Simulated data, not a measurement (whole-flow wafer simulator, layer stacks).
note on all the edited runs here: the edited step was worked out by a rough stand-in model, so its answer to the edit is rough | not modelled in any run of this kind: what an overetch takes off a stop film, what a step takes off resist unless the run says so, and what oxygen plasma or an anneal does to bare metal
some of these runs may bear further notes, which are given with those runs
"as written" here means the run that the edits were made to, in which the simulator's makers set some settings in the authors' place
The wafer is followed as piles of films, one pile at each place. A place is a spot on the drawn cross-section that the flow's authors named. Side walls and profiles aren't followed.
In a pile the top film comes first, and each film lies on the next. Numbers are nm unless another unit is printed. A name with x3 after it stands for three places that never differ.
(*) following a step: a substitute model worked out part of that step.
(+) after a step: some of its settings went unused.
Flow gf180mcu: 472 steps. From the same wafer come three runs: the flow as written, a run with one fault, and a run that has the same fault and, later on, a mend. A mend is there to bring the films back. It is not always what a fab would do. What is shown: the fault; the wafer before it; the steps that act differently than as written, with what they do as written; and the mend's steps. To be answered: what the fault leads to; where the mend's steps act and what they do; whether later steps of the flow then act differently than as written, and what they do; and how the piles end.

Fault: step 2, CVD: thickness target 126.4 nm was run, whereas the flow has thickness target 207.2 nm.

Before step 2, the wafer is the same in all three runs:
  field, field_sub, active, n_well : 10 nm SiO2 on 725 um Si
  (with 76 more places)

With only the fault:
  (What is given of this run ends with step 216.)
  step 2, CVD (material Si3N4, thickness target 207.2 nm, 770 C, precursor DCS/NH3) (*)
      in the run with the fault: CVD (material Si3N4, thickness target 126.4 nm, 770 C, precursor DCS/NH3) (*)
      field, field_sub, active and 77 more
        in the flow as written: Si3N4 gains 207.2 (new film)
        in the run with the fault: Si3N4 gains 126.4 (new film)
  Later steps of the flow acting differently than as written (9 more steps, not shown, differ only slightly: by at most 2% or 0.5 nm, whichever is larger):
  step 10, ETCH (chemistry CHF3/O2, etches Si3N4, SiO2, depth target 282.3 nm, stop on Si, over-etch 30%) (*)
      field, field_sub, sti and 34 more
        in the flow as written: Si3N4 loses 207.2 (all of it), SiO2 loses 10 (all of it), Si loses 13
        in the run with the fault: Si3N4 loses 126.4 (all of it), SiO2 loses 10 (all of it), Si loses 29.2
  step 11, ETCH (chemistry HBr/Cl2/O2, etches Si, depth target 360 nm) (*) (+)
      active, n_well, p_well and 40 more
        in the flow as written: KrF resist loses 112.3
        in the run with the fault: KrF resist loses 106.9
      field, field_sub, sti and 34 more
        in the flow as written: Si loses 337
        in the run with the fault: Si loses 320.8
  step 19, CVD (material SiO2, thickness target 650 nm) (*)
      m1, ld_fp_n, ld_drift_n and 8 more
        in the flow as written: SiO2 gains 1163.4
        in the run with the fault: SiO2 gains 1082.6
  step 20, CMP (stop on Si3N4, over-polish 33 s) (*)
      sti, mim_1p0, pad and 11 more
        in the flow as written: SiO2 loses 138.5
        in the run with the fault: SiO2 loses 219.3
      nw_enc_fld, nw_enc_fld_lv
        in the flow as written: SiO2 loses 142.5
        in the run with the fault: SiO2 loses 223.3
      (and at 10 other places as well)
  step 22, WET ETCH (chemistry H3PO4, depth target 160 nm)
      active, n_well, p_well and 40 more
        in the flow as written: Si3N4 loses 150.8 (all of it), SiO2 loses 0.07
        in the run with the fault: Si3N4 loses 70 (all of it), SiO2 loses 0.7
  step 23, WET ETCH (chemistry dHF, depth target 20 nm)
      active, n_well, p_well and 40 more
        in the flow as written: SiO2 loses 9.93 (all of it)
        in the run with the fault: SiO2 loses 9.3 (all of it)
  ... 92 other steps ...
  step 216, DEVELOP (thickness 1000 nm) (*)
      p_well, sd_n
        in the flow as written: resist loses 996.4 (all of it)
        in the run with the fault: resist loses 917.8 (all of it)
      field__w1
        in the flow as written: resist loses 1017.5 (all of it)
        in the run with the fault: resist loses 1055.9 (all of it)
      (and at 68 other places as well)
  After step 216, at field, field__w1, field__w2 and 68 more, the piles differ from the flow's by more than 2% or 0.5 nm, whichever is larger.
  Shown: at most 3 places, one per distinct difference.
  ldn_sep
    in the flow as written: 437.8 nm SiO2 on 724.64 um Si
    in the run with the fault: 357.6 nm SiO2 on 724.64 um Si
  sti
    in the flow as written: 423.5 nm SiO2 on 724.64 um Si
    in the run with the fault: 343.3 nm SiO2 on 724.63 um Si
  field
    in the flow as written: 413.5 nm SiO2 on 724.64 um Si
    in the run with the fault: 333.4 nm SiO2 on 724.63 um Si

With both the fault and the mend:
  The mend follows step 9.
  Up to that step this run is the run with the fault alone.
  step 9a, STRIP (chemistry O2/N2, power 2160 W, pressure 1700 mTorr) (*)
      active, n_well, p_well and 40 more
        KrF resist loses 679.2 (all of it)
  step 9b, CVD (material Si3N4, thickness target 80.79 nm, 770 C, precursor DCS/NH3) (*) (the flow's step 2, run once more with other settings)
      field, field_sub, active and 77 more
        Si3N4 gains 80.8
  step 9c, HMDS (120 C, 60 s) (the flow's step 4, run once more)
      leaves every film unchanged at each place that is followed
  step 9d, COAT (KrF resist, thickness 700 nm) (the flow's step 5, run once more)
      field, field_sub, active and 77 more
        KrF resist gains 700 (new film)
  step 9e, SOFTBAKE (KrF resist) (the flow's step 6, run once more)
      leaves every film unchanged at each place that is followed
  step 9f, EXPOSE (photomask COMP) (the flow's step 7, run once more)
      leaves every film unchanged at each place that is followed
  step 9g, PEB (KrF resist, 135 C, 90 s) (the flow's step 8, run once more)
      field, field_sub, active and 77 more
        KrF resist loses 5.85
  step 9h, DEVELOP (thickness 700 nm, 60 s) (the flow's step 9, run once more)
      active, n_well, p_well and 40 more
        KrF resist loses 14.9
      field, field_sub, sti and 34 more
        KrF resist loses 694.2 (all of it)
  Later steps of the flow that are run all act as written at every place that is followed, up to a difference of at most 2% or 0.5 nm, whichever is larger.
  By the end, the piles equal the flow's at every place that both follow.
